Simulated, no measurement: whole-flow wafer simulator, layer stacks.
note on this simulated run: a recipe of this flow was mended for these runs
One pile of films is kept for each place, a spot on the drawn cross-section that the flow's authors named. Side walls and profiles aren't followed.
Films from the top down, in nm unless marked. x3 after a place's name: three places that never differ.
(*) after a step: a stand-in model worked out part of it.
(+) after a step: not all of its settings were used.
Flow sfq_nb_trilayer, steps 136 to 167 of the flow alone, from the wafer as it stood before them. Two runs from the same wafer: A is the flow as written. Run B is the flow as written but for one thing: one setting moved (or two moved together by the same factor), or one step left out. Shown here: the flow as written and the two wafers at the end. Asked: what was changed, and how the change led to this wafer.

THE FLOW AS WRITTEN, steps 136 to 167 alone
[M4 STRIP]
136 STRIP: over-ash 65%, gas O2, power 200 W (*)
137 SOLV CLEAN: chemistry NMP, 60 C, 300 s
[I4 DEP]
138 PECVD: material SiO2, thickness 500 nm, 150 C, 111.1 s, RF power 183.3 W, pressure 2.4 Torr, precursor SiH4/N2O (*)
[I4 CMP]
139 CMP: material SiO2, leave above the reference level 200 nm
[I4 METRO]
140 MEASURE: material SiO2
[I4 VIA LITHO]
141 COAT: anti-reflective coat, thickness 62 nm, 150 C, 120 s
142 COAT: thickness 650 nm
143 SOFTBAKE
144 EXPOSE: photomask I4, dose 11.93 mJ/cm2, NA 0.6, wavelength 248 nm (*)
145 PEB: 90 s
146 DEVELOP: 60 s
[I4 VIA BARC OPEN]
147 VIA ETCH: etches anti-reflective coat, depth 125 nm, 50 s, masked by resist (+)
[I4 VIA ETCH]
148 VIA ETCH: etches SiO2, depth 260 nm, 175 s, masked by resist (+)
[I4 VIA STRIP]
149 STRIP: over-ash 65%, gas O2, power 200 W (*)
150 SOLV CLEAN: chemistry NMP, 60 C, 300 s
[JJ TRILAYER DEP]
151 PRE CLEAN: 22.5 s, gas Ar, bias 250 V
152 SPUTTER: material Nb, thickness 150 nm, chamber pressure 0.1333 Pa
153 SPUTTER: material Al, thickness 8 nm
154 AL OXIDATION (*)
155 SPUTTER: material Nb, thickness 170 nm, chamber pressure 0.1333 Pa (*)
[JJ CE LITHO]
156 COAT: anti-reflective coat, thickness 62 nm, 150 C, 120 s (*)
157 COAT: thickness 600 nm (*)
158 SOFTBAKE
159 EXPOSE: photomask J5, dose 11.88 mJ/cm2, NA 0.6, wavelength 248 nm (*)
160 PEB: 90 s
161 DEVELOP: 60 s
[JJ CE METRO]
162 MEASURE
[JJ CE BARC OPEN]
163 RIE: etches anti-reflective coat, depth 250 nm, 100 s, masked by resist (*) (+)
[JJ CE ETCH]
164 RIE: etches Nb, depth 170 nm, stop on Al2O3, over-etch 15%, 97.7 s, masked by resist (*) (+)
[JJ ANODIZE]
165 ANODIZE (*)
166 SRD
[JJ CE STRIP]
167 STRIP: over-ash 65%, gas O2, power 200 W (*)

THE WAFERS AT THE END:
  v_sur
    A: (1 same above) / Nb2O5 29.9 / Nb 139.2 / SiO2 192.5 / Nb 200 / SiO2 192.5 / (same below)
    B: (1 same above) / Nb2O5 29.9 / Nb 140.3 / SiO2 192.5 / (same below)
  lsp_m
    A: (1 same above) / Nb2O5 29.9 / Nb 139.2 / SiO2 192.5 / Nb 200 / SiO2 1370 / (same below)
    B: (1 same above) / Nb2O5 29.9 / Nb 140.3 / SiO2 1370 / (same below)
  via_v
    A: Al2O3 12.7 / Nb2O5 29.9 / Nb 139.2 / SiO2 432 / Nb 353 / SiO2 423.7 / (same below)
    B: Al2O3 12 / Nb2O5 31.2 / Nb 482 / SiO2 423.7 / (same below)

The cause: step 138, PECVD: material SiO2, thickness 500 nm, 150 C, 111.1 s, RF power 183.3 W, pressure 2.4 Torr, precursor SiH4/N2O (*), was left out.

How the change led to this, step by step:
  139 CMP: material SiO2, leave above the reference level 200 nm
      field_l, be, be_sur and 55 more: A SiO2 -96 | B nothing
      v_sur, via_wl, via_w and 35 more: A SiO2 -300 | B Nb -192.5
      (and at 10 more places)
  141 COAT: anti-reflective coat, thickness 62 nm, 150 C, 120 s
      m0r_space_l, m0r_space_r, r5r_line_c, m6r_space_l x2, m6r_space_r x2: A anti-reflective coat +62 (new film) | B anti-reflective coat +64.3 (new film)
      m0r_line_l x3, m0r_line_r x3: A anti-reflective coat +62 (new film) | B anti-reflective coat +63.5 (new film)
      (and at 46 more places)
  147 VIA ETCH: etches anti-reflective coat, depth 125 nm, 50 s, masked by resist (+)
      via_wl: A anti-reflective coat -62 (all of it), SiO2 -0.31 | B anti-reflective coat -60 (all of it)
      via_wr: A anti-reflective coat -62 (all of it), SiO2 -0.31 | B anti-reflective coat -59.4 (all of it)
  148 VIA ETCH: etches SiO2, depth 260 nm, 175 s, masked by resist (+)
      via_wl, via_w, via_wr: A SiO2 -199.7 (all of it), Nb -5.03 | B Nb -7.5 (all of it), SiO2 -170
  149 STRIP: over-ash 65%, gas O2, power 200 W (*)
      m0r_space_l, m0r_space_r, r5r_line_c, m6r_space_l x2, m6r_space_r x2: A KrF-resist-other-grade -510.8 (all of it), anti-reflective coat -62 (all of it) | B KrF-resist-other-grade -510.9 (all of it), anti-reflective coat -64.3 (all of it)
      m0r_line_l x3, m0r_line_r x3: A KrF-resist-other-grade -510.8 (all of it), anti-reflective coat -62 (all of it) | B KrF-resist-other-grade -511.6 (all of it), anti-reflective coat -63.5 (all of it)
      (and at 44 more places)
  151 PRE CLEAN: 22.5 s, gas Ar, bias 250 V
      v_sur, via_sp, via_v and 33 more: A SiO2 -7.5 | B Nb -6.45
      via_wl, via_w, via_wr: A Nb -6.45 | B SiO2 -7.5
  152 SPUTTER: material Nb, thickness 150 nm, chamber pressure 0.1333 Pa
      v_sur, via_sp, wire and 32 more: A Nb +150 (new film) | B Nb +150
      via_wl, via_w, via_wr: A Nb +129.8 | B Nb +132.8 (new film)
      (and at 1 more place)
  155 SPUTTER: material Nb, thickness 170 nm, chamber pressure 0.1333 Pa (*)
      via_wl, via_wr: A Nb +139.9 (new film) | B Nb +144.2 (new film)
      via_w: A Nb +140.2 (new film) | B Nb +144.6 (new film)
      (and at 1 more place)
  156 COAT: anti-reflective coat, thickness 62 nm, 150 C, 120 s (*)
      m0r_line_l x3, m0r_line_r x3: A anti-reflective coat +62 (new film) | B anti-reflective coat +63.8 (new film)
      wl_d_sr, r5r_spacepad_l, r5r_spacepad_r, m8r_pad_l, m8r_pad_r: A anti-reflective coat +62 (new film) | B anti-reflective coat +65.5 (new film)
      (and at 51 more places)
  157 COAT: thickness 600 nm (*)
      via_w: A KrF-resist-other-grade +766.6 (new film) | B KrF-resist-other-grade +737.9 (new film)
  161 DEVELOP: 60 s
      via_w: A KrF-resist-other-grade -764.9 (all of it) | B KrF-resist-other-grade -736.3 (all of it)
  163 RIE: etches anti-reflective coat, depth 250 nm, 100 s, masked by resist (*) (+)
      m0r_line_l x3, m0r_line_r x3: A anti-reflective coat -62 (all of it) | B anti-reflective coat -63.8 (all of it)
      wl_d_sr, r5r_spacepad_l, r5r_spacepad_r, m8r_pad_l, m8r_pad_r: A anti-reflective coat -62 (all of it) | B anti-reflective coat -65.5 (all of it)
      (and at 51 more places)
  164 RIE: etches Nb, depth 170 nm, stop on Al2O3, over-etch 15%, 97.7 s, masked by resist (*) (+)
      via_wl, via_wr: A Nb -139.9 (all of it), Al2O3 -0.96 (all of it) | B Nb -144.2 (all of it), Al2O3 -0.96 (all of it)
      via_w: A Nb -140.2 (all of it), Al2O3 -0.96 (all of it) | B Nb -144.6 (all of it), Al2O3 -0.96 (all of it)
      (and at 1 more place)
  165 ANODIZE (*)
      via_v: A Al2O3 +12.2, Nb2O5 +29.9 (new film), Al -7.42 (all of it), Nb -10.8 | B Al2O3 +11.6, Nb2O5 +31.2 (new film), Al -7.03 (all of it), Nb -11.2
Counting metal films that touch as one body, v_sur has 5 bodies (between them, from the top down: SiO2 192.5; SiO2 192.5; SiO2 192.5; SiO2 192.5); the flow as written gives 6 bodies (between them, from the top down: SiO2 192.5; SiO2 192.5; SiO2 192.5; SiO2 192.5; SiO2 192.5).
Counting metal films that touch as one body, lsp_m has 2 bodies (between them, from the top down: SiO2 1370); the flow as written gives 3 bodies (between them, from the top down: SiO2 192.5; SiO2 1370).
Counting metal films that touch as one body, via_v has 3 bodies (between them, from the top down: SiO2 423.7; SiO2 192.5); the flow as written gives 4 bodies (between them, from the top down: SiO2 432; SiO2 423.7; SiO2 192.5).
